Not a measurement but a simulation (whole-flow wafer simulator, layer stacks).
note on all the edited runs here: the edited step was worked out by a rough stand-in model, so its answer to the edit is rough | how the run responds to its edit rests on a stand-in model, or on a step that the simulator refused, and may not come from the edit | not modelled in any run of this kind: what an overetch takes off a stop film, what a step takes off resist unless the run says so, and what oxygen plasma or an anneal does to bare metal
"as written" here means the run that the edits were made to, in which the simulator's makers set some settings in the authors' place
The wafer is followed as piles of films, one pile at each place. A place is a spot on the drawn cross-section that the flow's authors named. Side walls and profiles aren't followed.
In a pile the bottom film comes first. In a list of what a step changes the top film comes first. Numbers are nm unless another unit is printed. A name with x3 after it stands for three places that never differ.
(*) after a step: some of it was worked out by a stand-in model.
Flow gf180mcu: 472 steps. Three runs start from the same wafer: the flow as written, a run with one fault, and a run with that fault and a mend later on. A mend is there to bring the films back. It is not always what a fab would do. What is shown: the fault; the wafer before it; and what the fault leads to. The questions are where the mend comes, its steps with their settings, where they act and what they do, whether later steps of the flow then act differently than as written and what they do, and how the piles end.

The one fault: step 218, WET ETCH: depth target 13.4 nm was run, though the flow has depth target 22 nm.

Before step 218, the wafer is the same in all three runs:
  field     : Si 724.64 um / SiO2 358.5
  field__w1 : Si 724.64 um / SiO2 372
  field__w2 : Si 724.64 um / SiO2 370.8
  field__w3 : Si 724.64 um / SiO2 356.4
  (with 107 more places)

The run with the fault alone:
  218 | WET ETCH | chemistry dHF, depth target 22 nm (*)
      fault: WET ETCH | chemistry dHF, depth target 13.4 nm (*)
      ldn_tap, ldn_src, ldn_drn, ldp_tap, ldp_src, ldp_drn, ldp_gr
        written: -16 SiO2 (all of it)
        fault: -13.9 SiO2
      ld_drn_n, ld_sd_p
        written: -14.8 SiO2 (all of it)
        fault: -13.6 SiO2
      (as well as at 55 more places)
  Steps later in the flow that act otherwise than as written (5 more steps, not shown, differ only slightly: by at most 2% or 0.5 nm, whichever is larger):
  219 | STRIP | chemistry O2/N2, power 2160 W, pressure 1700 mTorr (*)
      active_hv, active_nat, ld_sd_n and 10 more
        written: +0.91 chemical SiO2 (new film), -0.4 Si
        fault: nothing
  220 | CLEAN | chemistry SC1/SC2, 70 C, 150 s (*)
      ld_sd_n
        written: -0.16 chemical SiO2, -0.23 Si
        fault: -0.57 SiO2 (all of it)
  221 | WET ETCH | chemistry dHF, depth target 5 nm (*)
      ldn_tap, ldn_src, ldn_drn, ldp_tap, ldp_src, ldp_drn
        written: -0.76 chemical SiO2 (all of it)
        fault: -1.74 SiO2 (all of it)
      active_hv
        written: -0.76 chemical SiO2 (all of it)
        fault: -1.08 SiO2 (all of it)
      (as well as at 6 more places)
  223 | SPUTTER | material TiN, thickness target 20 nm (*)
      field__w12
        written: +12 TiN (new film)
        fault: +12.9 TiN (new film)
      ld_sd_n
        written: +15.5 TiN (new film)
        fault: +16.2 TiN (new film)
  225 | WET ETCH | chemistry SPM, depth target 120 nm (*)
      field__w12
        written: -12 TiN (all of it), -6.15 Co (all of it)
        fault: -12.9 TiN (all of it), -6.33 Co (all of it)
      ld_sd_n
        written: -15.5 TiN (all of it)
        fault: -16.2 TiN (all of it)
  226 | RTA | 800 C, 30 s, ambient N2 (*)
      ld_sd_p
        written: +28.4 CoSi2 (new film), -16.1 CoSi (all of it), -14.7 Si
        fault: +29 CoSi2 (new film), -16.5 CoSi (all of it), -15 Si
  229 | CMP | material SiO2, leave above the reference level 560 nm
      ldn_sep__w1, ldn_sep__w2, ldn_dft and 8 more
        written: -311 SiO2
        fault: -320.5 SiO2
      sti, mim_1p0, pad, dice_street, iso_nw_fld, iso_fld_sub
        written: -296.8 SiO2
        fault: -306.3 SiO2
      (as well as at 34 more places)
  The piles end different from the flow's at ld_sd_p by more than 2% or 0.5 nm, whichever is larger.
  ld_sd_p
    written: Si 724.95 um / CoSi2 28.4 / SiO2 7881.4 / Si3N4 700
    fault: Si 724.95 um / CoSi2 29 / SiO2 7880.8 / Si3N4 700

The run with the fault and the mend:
  The mend stands after step 218.
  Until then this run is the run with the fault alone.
  218a | WET ETCH | chemistry dHF, depth target 8.6 nm (*) (a further turn of the flow's step 218, with different settings)
      field, field__w1, field__w2 and 47 more
        -8.6 SiO2
      ldn_tap, ldn_src, ldn_drn, ldp_tap, ldp_src, ldp_drn, ldp_gr
        -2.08 SiO2 (all of it)
      active_hv
        -1.42 SiO2 (all of it)
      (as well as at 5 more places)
  None of the later steps of the flow differs from how it acts as written, at any place that is followed, by more than 2% or 0.5 nm, whichever is larger.
  The piles end only slightly different from the flow's at the places that both follow, by no more than 2% or 0.5 nm, whichever is larger.
